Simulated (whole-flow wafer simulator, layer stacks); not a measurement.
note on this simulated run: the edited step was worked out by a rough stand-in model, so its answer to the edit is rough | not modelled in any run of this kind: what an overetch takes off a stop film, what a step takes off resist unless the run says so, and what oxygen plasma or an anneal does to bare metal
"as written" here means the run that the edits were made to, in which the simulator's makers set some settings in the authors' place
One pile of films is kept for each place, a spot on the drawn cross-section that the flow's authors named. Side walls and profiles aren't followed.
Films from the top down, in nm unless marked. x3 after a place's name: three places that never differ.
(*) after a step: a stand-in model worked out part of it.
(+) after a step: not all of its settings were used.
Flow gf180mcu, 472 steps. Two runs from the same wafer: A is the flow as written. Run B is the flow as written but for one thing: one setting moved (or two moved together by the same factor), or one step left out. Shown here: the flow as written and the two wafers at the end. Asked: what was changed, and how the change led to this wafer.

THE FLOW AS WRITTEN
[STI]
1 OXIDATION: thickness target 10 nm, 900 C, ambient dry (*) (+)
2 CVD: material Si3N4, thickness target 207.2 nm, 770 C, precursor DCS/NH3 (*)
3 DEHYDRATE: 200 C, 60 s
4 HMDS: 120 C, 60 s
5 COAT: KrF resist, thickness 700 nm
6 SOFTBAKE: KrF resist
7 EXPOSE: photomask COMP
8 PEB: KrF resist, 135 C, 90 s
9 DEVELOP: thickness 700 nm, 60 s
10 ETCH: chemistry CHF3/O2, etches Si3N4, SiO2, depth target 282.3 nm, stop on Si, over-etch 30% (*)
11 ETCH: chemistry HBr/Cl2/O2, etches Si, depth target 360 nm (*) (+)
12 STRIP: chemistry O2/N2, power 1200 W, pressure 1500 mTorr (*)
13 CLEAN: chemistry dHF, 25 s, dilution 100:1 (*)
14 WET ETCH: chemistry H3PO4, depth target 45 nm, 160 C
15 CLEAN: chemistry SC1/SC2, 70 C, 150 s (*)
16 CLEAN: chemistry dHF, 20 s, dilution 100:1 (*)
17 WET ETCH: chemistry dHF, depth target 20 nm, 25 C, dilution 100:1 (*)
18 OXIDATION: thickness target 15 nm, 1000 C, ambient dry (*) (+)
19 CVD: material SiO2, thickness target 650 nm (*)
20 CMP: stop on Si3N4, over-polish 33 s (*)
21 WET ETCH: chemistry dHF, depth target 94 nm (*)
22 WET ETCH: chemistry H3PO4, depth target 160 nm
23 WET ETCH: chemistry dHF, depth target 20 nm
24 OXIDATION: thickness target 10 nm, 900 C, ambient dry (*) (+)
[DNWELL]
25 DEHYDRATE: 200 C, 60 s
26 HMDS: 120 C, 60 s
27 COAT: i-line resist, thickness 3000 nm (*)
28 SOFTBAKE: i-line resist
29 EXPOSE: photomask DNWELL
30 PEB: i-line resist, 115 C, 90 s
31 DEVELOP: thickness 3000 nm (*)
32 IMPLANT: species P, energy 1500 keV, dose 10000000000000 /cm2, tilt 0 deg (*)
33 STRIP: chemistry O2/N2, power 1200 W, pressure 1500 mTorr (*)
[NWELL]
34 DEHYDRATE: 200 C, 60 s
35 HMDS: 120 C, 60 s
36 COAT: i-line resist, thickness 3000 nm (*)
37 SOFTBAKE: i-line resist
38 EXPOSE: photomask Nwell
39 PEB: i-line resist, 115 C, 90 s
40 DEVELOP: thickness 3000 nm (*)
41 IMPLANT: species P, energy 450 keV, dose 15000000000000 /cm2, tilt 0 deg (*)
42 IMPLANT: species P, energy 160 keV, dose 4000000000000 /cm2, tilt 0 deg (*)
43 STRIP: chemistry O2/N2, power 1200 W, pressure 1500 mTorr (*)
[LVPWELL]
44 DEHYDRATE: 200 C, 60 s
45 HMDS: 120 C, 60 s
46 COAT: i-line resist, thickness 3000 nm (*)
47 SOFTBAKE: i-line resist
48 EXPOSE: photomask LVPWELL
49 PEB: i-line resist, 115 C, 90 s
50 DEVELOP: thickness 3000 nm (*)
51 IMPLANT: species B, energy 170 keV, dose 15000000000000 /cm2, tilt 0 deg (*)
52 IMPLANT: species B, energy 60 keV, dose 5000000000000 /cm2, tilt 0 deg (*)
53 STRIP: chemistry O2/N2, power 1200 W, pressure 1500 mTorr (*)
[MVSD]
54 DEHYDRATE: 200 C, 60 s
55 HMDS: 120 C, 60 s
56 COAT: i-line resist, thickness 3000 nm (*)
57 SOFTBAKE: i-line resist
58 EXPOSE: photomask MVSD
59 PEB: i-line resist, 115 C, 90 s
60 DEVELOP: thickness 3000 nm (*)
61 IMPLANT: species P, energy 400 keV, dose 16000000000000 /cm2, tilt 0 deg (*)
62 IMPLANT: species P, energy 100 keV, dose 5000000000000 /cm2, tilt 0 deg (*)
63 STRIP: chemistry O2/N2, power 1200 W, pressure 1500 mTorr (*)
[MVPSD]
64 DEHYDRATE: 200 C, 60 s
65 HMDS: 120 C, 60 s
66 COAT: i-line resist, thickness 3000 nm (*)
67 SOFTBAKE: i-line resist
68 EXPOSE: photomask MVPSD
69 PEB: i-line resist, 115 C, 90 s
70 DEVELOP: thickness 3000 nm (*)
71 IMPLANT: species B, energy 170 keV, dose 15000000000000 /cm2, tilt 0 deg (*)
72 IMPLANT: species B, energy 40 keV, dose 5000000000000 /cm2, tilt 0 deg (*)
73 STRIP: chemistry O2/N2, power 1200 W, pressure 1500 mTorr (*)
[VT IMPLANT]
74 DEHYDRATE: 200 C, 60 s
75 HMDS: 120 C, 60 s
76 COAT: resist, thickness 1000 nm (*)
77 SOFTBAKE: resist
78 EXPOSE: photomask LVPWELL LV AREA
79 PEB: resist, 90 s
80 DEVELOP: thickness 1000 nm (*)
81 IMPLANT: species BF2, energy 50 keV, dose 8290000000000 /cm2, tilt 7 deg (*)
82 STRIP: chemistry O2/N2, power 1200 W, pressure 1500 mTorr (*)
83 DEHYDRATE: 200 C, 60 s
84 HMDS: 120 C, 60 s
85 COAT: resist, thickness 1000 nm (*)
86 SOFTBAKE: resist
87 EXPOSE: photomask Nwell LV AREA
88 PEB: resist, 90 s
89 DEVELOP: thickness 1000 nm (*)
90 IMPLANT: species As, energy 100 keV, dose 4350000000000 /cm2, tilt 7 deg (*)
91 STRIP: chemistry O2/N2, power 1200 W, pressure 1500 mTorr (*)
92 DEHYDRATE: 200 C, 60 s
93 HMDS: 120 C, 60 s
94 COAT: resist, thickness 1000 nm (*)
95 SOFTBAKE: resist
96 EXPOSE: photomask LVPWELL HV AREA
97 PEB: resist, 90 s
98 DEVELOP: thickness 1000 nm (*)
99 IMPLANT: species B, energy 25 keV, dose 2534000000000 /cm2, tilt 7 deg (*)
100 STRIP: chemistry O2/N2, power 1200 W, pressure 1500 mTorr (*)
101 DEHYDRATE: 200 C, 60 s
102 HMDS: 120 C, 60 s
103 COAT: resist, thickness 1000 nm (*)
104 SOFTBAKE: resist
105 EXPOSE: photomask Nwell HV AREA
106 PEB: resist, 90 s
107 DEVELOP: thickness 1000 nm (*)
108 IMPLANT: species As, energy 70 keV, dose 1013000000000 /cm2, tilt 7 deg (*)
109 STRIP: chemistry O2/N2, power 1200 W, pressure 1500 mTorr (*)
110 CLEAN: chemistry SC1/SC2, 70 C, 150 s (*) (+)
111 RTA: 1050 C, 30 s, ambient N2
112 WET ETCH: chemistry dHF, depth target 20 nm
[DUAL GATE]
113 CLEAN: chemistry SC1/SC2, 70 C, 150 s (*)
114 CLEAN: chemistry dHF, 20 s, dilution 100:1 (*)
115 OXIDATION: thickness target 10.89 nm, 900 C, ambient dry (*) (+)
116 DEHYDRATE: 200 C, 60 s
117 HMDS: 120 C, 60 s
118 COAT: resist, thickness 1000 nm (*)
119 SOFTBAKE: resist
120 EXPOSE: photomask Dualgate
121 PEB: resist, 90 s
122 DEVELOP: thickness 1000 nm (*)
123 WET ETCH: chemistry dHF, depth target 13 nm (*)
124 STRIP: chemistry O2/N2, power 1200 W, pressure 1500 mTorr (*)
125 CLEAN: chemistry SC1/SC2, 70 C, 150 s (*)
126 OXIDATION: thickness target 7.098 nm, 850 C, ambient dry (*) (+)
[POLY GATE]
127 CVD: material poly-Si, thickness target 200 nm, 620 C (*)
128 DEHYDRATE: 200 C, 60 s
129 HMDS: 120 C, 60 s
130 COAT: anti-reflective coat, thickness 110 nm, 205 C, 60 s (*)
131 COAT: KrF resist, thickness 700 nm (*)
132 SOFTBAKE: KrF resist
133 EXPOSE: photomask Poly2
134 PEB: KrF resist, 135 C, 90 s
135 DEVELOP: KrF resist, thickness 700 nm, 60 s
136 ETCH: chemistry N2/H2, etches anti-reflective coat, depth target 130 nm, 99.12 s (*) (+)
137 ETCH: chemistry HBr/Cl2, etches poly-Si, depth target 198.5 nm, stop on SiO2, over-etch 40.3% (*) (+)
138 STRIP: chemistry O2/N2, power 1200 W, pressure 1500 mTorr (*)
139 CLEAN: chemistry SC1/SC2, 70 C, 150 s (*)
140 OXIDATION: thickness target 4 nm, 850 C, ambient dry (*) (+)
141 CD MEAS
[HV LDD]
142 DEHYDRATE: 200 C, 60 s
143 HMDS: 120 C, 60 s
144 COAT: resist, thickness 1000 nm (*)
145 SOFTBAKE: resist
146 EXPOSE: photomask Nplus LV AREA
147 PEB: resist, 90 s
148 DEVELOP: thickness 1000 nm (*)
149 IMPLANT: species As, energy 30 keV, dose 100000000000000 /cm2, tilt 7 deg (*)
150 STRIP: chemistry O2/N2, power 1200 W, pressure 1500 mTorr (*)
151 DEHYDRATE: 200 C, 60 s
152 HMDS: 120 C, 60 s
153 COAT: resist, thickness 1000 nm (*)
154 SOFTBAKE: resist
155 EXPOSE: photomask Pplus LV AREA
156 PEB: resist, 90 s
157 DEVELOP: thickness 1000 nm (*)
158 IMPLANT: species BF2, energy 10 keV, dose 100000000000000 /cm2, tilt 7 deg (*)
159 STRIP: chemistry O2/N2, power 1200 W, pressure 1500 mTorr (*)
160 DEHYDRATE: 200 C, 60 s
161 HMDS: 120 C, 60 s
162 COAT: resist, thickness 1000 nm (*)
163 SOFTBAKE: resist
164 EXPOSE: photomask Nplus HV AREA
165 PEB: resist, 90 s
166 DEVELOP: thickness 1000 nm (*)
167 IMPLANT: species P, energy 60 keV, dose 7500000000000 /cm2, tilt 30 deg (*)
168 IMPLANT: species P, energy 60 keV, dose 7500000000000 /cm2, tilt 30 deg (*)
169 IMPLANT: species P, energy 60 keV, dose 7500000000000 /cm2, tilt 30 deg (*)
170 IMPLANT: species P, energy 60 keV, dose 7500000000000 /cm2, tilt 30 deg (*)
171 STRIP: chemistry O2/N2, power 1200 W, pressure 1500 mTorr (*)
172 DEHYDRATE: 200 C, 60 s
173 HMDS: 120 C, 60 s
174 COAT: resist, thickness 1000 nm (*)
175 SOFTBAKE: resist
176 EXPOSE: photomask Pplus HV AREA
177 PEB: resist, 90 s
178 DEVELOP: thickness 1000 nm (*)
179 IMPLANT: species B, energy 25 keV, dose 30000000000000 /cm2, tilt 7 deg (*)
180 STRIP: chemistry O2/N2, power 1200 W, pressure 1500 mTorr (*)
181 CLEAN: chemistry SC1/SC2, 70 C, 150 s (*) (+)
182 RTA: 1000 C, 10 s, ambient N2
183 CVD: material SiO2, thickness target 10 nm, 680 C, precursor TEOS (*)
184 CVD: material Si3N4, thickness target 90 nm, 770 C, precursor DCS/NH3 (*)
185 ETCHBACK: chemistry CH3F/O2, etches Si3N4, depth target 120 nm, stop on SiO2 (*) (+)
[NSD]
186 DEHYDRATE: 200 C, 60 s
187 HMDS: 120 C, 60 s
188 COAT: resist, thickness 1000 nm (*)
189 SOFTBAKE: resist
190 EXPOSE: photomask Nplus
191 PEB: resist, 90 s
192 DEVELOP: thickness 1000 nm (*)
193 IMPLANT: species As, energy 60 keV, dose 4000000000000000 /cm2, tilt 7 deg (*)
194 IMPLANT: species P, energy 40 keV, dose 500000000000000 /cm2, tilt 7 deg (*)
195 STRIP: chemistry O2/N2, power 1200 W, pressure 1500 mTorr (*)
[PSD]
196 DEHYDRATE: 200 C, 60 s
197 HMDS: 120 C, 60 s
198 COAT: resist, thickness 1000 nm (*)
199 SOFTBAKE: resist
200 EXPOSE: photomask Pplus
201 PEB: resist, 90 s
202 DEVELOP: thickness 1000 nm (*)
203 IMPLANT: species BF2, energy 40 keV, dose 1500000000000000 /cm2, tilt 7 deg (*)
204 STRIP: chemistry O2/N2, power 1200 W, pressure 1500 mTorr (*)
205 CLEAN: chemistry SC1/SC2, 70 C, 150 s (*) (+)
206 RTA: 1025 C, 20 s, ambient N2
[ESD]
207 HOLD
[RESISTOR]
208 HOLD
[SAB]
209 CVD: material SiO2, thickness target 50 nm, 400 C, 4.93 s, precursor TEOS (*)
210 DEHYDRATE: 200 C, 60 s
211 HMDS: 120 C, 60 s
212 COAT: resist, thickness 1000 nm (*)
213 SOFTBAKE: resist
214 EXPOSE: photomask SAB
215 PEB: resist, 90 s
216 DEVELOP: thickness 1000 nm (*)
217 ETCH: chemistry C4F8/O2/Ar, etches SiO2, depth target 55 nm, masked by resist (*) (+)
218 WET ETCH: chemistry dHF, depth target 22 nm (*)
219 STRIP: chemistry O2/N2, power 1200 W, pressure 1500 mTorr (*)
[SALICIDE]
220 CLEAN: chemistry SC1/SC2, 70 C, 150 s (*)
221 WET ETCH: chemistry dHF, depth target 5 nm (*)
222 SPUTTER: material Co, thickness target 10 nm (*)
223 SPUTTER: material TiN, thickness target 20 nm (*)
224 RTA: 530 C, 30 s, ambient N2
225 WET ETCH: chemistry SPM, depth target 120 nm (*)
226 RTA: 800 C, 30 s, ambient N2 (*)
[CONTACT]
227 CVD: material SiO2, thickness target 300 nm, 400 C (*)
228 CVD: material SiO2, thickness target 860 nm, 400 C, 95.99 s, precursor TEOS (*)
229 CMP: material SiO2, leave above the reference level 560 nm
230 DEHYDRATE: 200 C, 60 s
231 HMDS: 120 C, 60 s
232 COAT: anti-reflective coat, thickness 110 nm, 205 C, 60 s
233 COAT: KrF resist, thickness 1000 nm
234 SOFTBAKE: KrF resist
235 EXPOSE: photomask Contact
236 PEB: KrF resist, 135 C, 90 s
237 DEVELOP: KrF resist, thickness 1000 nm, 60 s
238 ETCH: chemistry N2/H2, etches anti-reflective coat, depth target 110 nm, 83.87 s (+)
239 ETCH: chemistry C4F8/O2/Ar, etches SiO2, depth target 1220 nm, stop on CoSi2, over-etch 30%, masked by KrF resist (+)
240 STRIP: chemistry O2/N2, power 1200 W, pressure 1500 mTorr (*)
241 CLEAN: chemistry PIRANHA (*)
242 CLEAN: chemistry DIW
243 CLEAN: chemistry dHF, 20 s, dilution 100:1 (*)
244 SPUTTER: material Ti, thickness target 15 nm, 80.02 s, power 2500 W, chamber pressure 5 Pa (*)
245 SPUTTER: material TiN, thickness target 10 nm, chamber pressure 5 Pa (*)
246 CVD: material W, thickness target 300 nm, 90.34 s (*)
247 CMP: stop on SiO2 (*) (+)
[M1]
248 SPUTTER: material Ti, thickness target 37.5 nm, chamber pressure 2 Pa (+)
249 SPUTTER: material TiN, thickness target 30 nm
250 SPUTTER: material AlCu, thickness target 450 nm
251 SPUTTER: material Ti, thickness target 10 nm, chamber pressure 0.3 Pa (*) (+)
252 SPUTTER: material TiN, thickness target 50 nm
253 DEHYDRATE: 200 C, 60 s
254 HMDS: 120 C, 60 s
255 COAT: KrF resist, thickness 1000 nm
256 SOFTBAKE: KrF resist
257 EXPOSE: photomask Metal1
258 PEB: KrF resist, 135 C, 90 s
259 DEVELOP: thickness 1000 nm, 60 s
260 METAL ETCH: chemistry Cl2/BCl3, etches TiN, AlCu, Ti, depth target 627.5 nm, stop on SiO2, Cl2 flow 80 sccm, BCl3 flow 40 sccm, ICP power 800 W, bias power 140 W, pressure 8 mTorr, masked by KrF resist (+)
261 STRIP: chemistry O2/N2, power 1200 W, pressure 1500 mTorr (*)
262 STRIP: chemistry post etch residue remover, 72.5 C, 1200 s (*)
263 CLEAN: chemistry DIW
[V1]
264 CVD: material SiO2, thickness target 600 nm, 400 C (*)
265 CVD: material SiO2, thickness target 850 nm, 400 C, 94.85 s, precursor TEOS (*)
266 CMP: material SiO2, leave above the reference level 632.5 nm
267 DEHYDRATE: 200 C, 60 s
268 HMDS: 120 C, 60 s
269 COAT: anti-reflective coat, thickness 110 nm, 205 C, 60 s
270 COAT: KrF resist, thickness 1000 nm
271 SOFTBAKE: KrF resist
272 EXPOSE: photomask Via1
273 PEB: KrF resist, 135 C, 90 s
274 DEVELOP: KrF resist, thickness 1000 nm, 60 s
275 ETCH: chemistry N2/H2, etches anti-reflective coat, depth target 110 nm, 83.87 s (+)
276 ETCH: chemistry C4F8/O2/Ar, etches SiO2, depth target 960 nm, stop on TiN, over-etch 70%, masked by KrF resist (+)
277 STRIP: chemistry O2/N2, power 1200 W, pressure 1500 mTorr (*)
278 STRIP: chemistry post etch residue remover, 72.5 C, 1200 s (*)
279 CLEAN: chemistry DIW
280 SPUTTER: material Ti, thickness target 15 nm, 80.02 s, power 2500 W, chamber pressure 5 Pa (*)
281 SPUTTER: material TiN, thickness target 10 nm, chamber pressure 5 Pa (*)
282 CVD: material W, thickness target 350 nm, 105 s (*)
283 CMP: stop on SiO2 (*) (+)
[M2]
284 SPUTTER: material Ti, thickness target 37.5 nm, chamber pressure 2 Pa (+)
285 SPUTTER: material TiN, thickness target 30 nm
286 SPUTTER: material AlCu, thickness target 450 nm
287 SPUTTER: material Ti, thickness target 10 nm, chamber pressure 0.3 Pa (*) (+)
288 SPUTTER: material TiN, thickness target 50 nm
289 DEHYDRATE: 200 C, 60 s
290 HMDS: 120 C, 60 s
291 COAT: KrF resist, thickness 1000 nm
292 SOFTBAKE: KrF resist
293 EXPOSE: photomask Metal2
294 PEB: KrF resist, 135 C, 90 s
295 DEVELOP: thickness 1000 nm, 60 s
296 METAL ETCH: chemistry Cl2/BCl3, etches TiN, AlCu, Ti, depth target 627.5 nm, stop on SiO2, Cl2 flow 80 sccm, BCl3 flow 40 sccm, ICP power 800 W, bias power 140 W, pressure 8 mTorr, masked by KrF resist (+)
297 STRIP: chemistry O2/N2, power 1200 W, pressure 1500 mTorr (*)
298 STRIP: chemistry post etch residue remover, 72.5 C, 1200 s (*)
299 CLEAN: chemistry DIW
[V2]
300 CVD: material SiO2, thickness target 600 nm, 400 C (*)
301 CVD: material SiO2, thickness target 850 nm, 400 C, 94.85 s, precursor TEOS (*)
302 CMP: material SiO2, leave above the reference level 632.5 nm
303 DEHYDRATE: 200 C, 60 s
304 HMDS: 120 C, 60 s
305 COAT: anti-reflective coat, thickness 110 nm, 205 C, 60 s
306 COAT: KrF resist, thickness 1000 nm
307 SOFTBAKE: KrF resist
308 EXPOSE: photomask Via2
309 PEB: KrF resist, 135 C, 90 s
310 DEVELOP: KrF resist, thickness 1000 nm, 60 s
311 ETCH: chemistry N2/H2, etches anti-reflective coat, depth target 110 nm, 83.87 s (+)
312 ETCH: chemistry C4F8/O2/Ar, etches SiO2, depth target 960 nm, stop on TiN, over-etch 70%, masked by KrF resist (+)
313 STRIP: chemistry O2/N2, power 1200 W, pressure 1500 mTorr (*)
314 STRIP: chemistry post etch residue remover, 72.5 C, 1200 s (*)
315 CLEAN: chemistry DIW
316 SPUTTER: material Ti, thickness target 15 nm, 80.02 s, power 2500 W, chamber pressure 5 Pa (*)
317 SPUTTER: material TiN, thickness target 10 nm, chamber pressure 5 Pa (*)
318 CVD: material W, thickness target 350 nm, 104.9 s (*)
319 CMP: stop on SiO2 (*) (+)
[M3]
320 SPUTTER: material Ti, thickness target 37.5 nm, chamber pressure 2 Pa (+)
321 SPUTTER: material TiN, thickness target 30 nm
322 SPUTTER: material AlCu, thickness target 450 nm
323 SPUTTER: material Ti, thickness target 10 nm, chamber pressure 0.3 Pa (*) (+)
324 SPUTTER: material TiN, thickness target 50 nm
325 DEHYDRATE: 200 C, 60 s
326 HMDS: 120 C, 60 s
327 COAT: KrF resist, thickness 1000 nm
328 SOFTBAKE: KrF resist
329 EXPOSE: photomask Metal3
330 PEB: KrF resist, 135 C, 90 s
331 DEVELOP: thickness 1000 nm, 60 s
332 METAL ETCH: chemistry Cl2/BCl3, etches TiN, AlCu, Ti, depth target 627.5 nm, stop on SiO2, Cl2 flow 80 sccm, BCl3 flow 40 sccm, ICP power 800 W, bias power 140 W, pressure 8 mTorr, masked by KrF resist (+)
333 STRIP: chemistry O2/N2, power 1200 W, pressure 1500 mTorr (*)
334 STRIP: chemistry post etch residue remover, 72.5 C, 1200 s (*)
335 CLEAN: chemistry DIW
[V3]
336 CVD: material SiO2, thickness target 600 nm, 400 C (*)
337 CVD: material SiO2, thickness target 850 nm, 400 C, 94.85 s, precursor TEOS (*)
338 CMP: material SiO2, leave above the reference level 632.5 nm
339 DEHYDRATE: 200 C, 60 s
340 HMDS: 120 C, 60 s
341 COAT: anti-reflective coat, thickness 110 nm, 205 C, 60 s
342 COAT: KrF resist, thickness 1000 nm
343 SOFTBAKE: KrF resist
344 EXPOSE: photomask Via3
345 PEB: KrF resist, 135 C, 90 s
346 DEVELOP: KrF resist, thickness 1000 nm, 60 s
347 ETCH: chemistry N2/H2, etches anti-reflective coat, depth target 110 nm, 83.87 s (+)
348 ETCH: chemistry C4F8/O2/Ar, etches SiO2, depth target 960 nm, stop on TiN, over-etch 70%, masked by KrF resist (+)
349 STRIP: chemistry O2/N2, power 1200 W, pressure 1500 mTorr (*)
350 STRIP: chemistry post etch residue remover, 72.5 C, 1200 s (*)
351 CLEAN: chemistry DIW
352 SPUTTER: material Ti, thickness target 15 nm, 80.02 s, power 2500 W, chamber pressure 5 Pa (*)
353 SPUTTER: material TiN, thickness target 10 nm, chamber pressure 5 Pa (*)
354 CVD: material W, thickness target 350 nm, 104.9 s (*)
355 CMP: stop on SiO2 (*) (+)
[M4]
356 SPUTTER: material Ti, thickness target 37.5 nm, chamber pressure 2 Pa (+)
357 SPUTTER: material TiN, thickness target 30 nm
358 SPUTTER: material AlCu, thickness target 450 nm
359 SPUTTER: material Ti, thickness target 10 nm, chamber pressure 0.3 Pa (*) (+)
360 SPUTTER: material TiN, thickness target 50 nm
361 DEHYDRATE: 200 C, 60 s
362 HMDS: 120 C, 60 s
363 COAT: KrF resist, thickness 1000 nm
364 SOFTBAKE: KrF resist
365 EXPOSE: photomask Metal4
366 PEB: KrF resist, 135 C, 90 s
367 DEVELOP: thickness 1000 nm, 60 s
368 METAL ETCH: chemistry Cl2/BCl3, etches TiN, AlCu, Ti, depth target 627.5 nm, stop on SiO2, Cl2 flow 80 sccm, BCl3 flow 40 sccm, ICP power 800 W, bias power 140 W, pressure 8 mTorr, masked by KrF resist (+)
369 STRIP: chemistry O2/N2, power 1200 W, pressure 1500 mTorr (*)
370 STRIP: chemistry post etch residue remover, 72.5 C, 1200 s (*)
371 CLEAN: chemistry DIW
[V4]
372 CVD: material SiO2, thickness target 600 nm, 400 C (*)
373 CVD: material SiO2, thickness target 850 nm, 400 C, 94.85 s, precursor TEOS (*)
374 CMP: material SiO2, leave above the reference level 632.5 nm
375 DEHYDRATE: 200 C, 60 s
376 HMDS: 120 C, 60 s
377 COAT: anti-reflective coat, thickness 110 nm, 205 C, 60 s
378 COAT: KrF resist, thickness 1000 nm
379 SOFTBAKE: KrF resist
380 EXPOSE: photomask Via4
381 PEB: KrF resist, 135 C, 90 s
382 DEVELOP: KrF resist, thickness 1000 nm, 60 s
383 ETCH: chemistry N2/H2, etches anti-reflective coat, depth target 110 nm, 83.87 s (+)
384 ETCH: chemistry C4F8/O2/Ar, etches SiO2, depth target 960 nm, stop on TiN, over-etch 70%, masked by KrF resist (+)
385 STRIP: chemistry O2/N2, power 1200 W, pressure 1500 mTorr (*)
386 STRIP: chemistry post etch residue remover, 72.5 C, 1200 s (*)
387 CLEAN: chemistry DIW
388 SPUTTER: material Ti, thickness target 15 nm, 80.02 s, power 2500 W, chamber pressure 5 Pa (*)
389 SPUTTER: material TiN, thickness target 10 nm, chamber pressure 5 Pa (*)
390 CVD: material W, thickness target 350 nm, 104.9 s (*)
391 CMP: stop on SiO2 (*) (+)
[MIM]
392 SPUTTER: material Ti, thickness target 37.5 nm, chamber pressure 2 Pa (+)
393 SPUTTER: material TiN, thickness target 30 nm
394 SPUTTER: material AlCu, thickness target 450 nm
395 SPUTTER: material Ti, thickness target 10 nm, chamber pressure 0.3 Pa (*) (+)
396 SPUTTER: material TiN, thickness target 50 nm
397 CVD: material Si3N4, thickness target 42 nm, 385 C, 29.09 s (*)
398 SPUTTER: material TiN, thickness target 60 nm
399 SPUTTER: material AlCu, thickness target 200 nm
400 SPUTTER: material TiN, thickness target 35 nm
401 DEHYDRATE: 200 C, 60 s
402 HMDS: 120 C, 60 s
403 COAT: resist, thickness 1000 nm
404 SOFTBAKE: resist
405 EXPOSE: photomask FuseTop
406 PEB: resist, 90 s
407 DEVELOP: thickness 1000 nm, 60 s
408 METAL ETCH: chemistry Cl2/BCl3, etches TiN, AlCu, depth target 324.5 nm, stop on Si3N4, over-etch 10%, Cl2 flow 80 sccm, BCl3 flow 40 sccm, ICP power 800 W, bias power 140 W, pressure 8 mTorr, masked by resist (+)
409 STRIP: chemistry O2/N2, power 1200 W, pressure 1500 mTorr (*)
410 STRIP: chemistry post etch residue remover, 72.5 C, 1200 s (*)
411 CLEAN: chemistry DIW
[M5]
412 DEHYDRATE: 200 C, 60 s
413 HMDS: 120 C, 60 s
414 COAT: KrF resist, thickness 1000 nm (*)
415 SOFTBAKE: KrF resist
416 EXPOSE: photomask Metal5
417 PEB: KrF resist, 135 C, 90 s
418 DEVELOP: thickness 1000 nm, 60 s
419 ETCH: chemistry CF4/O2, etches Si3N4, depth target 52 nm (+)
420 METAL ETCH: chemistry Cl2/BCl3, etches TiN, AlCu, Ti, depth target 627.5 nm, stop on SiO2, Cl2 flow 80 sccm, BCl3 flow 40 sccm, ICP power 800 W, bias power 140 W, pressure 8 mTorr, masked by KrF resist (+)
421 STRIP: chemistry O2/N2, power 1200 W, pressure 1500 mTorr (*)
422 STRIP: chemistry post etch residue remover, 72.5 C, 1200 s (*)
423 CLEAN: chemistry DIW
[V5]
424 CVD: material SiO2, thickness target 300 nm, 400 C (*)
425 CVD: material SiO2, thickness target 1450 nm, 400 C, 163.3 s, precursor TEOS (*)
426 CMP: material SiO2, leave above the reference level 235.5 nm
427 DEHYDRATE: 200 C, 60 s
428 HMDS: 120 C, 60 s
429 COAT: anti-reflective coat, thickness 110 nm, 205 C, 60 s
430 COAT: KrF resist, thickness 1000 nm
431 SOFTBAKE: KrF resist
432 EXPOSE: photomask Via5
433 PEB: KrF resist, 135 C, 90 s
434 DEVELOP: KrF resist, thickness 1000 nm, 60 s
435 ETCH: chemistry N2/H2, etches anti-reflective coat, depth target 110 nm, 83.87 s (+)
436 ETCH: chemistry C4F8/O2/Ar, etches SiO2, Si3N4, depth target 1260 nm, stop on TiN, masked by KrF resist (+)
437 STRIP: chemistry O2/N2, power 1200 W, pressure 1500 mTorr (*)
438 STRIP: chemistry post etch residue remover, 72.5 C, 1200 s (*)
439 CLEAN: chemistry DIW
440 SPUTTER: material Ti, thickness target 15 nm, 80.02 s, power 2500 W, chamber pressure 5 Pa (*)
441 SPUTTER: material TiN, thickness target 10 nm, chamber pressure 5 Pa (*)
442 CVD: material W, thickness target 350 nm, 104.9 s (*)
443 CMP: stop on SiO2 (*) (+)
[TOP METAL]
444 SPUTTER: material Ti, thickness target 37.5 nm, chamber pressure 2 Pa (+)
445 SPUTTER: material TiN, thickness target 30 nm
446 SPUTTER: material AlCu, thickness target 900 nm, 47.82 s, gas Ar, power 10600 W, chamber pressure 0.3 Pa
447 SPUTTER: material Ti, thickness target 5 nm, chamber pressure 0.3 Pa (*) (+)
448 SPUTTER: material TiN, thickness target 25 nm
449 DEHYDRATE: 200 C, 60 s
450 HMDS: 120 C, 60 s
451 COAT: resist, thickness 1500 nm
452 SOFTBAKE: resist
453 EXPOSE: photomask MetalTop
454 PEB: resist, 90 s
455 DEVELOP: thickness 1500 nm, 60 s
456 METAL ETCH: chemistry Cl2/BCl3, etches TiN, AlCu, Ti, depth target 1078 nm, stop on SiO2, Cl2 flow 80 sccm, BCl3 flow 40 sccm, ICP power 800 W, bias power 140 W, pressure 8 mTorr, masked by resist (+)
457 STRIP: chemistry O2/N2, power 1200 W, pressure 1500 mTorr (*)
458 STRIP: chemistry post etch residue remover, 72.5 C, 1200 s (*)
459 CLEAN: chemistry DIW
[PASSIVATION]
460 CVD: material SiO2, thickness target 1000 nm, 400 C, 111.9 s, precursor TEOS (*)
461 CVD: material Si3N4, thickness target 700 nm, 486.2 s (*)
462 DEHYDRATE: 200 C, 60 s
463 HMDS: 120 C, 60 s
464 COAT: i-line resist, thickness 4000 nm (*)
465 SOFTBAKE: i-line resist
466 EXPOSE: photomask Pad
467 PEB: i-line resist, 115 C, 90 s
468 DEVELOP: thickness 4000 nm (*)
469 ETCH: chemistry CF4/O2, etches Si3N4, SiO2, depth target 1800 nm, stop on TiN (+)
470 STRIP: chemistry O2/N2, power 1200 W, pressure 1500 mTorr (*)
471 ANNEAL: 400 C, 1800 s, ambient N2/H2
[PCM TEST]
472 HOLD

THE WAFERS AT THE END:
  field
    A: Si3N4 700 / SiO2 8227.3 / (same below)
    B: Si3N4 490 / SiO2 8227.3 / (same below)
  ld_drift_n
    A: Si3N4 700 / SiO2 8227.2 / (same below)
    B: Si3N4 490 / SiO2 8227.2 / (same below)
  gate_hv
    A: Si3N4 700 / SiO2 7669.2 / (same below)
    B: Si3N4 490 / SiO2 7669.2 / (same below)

The cause: step 461, CVD: thickness target 490 nm was run, where the flow has thickness target 700 nm.
It can be read off the wafer: field has Si3N4 490, and step 461 as written asks for 700 nm.

How the change led to this, step by step:
  461 CVD: material Si3N4, thickness target 700 nm, 486.2 s (*)
      field, field__w1, field__w2 and 109 more: A Si3N4 +700 (new film) | B Si3N4 +490 (new film)
  465 SOFTBAKE: i-line resist
      field__w5, field__w9: A i-line resist +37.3 | B i-line resist +36.2
      field__w11, nw_enc_fld_lv__w4: A i-line resist +37.9 | B i-line resist +36.8
      (and at 46 more places)
  469 ETCH: chemistry CF4/O2, etches Si3N4, SiO2, depth target 1800 nm, stop on TiN (+)
      pad: A Si3N4 -700 (all of it), SiO2 -1000 (all of it) | B Si3N4 -490 (all of it), SiO2 -1000 (all of it)
